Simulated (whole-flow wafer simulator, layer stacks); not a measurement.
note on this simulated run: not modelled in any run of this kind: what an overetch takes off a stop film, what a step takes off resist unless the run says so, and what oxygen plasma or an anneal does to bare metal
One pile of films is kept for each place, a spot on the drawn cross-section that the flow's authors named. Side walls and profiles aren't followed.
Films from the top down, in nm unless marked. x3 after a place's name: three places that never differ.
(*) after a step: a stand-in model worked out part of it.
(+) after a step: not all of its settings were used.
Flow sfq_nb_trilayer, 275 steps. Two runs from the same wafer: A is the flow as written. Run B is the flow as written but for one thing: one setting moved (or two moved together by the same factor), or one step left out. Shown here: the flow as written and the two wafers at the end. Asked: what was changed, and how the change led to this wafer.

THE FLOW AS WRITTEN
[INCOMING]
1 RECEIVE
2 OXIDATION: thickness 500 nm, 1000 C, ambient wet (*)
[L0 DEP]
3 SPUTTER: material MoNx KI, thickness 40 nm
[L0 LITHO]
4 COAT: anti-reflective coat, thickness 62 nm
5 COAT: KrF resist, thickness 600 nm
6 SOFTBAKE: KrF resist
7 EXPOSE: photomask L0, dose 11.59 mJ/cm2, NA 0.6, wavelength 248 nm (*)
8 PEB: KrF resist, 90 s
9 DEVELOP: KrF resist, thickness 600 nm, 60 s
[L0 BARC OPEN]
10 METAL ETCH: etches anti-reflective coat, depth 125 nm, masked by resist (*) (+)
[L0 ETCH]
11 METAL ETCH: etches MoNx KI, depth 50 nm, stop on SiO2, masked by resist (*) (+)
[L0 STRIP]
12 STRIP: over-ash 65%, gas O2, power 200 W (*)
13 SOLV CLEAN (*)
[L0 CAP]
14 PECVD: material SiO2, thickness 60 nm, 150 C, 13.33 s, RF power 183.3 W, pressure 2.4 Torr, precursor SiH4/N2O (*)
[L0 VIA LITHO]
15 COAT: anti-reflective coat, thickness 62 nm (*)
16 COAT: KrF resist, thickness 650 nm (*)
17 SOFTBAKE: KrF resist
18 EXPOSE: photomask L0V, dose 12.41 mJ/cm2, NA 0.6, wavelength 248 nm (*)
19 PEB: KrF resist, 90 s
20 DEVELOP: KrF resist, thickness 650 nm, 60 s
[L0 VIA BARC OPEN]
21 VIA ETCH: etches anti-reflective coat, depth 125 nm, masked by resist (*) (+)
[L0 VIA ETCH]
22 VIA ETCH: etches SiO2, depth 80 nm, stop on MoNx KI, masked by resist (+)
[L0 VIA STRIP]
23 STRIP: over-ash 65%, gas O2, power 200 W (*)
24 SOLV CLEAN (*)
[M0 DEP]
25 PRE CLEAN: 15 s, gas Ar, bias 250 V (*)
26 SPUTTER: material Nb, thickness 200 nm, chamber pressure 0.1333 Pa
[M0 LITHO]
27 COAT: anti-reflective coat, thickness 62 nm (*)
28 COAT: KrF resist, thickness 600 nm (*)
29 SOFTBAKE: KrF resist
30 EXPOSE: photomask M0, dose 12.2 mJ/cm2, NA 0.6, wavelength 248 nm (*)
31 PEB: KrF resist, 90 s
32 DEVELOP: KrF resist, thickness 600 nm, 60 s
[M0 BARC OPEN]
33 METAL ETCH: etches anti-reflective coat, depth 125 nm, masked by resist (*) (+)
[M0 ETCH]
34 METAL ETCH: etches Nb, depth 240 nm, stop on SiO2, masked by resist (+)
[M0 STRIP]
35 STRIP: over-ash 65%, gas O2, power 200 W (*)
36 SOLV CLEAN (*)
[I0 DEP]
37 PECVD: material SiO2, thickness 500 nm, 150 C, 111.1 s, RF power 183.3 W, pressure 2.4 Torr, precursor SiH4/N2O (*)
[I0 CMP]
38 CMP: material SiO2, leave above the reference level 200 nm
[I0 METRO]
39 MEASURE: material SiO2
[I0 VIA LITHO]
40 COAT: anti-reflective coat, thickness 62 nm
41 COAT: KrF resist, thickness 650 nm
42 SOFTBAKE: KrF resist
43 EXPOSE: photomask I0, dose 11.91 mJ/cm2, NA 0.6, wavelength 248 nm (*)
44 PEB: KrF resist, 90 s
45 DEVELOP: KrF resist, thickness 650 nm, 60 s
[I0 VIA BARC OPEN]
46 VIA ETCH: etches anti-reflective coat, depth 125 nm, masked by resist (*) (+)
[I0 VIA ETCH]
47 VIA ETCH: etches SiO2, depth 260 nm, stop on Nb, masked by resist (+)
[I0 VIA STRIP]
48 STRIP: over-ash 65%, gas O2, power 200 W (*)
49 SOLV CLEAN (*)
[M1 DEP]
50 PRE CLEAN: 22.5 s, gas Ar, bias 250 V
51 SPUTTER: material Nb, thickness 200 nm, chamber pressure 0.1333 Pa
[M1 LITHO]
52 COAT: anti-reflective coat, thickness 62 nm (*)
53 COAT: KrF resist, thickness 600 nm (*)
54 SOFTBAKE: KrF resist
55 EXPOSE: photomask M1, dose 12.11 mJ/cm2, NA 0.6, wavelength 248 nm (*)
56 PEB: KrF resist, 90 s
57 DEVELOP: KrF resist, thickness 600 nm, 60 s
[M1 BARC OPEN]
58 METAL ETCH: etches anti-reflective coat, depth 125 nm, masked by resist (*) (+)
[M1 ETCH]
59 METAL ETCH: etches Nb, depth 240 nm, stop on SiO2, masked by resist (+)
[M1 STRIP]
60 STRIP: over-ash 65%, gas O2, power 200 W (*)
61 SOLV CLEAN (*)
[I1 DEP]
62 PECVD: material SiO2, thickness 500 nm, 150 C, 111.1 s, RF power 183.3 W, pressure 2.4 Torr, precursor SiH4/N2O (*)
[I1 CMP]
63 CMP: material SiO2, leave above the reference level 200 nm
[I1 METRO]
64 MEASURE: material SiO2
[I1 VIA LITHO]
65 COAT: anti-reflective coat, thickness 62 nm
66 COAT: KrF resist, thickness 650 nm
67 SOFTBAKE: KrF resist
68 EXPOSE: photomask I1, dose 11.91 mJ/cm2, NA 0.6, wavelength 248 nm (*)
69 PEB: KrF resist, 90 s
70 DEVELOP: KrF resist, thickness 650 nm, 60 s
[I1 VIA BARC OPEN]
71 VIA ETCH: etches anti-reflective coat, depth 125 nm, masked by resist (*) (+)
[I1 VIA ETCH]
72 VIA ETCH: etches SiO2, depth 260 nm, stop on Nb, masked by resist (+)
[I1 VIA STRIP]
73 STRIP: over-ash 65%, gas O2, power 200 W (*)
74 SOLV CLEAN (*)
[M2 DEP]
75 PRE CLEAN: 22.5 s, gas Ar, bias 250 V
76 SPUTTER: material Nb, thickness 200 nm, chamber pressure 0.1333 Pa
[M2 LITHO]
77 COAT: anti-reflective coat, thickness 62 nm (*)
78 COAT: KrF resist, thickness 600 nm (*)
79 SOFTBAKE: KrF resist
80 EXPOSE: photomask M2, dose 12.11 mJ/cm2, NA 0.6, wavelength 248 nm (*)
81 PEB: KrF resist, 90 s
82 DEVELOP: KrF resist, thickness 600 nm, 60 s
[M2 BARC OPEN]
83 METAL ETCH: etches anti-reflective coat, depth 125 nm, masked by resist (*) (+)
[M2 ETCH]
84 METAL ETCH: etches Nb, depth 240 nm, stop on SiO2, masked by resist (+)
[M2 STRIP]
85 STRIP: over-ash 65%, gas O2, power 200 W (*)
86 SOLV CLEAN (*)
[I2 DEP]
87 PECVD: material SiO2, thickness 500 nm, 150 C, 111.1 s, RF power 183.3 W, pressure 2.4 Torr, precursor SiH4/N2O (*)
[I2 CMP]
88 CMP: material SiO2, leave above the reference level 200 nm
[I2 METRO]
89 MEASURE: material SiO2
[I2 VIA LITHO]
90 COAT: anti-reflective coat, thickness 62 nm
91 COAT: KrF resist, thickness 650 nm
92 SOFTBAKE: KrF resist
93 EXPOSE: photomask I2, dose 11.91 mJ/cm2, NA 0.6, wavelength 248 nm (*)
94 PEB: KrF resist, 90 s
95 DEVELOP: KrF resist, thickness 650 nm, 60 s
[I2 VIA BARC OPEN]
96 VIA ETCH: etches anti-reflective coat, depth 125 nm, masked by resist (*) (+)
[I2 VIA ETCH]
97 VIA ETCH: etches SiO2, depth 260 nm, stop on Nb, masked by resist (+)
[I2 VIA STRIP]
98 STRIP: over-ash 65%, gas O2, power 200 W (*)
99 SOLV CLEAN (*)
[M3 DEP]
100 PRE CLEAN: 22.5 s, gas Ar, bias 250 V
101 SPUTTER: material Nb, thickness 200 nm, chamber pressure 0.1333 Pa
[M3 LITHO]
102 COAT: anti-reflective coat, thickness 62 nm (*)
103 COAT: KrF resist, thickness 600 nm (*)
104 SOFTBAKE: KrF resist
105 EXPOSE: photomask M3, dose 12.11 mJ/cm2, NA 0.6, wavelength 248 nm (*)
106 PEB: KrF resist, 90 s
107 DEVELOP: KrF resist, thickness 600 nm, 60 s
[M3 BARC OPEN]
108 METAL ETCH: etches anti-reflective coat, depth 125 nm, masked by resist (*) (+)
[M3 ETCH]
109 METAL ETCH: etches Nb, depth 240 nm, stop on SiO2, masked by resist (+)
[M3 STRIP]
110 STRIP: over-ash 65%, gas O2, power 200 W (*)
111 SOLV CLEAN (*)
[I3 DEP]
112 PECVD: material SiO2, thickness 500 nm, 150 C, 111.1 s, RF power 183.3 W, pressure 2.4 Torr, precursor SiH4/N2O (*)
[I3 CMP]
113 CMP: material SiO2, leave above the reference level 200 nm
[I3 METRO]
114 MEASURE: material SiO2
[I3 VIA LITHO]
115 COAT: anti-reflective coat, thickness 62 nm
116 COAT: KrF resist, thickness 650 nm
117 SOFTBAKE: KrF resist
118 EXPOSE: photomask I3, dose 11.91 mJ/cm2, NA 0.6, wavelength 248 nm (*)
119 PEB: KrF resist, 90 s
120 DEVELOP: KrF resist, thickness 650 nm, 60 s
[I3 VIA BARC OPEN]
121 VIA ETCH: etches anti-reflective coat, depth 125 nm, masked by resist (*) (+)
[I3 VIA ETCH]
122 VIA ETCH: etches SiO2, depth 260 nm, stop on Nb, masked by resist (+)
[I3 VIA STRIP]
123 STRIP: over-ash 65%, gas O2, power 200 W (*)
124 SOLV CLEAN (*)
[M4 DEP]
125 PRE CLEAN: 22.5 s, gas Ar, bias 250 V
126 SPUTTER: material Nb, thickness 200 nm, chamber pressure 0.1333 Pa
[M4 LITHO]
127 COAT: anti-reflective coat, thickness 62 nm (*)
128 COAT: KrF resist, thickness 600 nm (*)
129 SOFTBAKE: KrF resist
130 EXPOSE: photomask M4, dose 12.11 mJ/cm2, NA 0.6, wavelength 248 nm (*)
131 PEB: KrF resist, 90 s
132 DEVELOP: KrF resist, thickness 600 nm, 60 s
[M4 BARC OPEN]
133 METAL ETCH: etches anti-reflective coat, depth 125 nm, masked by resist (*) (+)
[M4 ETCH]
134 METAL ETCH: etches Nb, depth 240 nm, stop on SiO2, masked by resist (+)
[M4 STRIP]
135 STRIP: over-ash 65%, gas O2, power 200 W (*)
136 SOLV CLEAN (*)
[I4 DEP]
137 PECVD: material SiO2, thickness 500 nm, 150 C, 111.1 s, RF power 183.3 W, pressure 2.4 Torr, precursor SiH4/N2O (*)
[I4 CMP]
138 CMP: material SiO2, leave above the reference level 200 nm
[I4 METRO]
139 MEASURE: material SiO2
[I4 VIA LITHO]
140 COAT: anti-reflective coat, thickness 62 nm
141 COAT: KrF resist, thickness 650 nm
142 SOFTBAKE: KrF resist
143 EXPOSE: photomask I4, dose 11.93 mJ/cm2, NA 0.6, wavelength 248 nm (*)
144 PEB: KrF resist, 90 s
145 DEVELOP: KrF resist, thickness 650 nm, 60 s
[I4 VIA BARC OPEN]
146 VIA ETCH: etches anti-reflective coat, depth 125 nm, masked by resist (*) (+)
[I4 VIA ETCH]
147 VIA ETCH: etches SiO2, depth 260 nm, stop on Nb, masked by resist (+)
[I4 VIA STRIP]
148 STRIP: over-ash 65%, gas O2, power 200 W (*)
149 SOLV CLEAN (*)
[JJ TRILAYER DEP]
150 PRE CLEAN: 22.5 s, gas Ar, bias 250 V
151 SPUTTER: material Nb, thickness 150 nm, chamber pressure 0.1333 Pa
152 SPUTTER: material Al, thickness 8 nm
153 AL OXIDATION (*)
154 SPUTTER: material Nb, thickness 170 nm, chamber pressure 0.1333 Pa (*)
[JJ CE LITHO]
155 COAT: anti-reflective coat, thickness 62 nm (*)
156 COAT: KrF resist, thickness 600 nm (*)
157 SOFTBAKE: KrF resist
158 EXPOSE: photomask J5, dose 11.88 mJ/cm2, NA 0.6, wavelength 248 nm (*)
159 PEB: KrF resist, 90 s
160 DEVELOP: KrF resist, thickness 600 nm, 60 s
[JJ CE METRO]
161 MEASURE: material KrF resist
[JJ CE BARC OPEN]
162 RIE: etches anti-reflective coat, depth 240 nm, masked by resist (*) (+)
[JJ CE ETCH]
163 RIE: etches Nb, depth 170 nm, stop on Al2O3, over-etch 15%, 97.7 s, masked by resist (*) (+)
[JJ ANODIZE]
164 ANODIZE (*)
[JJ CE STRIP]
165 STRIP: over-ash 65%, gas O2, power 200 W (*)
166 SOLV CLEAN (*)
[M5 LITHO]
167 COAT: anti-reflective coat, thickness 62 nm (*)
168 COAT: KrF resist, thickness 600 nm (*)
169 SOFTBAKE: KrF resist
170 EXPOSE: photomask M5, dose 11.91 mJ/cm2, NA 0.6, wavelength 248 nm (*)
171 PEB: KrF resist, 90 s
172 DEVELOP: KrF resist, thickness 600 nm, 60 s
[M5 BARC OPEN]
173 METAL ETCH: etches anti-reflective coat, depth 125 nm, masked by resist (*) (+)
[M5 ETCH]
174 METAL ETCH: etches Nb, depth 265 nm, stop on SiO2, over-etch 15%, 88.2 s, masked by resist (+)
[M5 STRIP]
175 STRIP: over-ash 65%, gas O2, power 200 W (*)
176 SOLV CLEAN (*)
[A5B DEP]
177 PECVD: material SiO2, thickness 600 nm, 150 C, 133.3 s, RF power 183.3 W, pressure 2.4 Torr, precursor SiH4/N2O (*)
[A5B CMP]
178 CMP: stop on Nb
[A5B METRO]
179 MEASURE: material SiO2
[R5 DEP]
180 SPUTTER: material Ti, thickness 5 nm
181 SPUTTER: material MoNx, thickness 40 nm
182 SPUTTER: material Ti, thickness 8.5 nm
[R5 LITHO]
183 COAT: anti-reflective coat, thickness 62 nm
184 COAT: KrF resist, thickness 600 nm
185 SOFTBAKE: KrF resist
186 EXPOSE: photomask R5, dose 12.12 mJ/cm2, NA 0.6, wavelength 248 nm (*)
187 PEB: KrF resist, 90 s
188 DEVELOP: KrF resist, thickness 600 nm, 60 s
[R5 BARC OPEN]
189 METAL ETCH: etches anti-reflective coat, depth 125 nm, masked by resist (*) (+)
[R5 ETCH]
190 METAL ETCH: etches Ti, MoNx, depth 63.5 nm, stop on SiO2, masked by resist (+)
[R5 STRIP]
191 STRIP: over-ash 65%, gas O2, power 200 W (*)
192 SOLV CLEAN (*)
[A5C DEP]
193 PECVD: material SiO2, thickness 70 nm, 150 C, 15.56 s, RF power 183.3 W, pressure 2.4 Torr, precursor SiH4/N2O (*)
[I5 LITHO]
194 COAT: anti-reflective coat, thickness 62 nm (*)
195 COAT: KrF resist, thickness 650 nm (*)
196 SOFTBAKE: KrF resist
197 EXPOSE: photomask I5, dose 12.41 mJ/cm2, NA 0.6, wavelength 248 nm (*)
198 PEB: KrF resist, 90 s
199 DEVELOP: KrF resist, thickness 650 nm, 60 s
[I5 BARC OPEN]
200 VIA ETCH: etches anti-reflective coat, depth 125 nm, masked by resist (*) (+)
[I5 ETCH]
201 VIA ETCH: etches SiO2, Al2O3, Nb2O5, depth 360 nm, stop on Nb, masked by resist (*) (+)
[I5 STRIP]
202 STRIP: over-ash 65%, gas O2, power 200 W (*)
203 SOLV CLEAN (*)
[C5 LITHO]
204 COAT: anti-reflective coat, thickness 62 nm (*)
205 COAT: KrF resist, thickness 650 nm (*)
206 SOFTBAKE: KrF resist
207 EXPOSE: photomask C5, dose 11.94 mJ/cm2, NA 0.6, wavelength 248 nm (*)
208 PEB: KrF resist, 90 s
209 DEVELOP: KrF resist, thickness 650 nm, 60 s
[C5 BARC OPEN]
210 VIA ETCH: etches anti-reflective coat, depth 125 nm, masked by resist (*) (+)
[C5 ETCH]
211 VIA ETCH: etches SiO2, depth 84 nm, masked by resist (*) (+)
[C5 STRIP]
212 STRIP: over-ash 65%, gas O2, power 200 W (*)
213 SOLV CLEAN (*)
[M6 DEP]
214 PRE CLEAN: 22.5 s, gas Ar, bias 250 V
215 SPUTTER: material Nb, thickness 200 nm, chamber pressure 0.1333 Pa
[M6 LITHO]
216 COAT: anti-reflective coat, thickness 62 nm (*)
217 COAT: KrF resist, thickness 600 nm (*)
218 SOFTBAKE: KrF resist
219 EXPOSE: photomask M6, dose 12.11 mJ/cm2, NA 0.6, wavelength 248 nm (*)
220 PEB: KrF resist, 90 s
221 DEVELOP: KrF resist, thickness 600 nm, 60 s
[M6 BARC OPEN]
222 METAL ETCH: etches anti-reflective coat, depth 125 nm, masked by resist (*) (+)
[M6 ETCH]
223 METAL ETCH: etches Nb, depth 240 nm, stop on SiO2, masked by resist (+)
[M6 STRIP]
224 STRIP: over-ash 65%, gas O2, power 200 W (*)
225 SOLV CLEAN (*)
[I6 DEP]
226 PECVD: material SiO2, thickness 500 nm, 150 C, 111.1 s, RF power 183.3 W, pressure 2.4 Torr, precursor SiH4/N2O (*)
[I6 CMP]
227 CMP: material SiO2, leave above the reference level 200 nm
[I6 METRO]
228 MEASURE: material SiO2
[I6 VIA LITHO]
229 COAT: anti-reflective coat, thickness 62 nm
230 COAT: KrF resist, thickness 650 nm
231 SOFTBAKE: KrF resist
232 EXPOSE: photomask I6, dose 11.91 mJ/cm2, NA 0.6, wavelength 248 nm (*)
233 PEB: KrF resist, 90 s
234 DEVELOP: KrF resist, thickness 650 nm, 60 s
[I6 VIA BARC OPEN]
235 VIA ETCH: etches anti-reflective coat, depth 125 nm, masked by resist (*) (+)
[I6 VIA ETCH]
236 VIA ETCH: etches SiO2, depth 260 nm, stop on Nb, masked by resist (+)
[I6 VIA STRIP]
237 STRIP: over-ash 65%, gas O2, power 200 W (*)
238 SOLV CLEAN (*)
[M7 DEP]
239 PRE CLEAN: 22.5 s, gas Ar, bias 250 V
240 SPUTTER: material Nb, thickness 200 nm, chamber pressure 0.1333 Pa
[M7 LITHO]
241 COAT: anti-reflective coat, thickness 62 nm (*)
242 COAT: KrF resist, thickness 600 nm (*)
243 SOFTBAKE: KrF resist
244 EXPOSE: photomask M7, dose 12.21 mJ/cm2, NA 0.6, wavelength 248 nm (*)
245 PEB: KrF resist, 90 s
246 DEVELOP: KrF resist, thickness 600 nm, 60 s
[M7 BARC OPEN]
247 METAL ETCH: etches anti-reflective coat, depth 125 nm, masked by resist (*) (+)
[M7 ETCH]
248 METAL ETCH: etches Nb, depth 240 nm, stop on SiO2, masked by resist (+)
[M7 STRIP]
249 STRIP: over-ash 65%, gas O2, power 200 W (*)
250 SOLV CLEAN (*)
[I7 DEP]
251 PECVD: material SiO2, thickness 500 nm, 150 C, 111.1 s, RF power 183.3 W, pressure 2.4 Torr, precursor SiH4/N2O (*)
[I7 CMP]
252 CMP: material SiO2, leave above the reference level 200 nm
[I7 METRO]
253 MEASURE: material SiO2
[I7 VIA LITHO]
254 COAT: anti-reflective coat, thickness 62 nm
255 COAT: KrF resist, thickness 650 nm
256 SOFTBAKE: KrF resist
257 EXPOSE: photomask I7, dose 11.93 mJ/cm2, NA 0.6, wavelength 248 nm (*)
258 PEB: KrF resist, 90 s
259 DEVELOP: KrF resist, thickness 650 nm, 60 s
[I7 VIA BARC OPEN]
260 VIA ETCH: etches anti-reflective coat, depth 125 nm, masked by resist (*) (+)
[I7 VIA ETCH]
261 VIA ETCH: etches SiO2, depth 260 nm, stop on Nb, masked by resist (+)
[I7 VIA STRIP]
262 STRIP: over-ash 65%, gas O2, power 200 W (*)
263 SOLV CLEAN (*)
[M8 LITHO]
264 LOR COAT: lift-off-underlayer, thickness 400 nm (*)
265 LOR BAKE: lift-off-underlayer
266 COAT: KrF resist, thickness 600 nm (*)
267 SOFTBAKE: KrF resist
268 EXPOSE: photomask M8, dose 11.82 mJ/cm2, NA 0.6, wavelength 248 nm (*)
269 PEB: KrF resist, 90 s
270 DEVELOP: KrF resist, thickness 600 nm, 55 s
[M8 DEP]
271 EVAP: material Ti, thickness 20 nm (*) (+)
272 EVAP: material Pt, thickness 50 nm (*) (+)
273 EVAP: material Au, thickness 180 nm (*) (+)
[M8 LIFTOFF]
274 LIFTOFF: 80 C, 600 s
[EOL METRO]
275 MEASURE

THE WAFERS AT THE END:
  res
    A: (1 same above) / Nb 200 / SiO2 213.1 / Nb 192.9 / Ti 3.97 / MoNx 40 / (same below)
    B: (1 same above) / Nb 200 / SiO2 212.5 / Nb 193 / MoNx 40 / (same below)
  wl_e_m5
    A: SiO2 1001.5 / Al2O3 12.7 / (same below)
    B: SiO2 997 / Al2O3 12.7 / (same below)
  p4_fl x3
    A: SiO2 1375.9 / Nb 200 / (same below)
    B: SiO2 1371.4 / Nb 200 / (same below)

The cause: step 214, PRE CLEAN: 36 s was run, where the flow has 22.5 s.

How the change led to this, step by step:
  214 PRE CLEAN: 22.5 s, gas Ar, bias 250 V
      res: A Ti -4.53 | B Ti -8.5 (all of it)
      field_l, v_sur, via_wl and 100 more: A SiO2 -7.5 | B SiO2 -12
      (and at 2 more places)
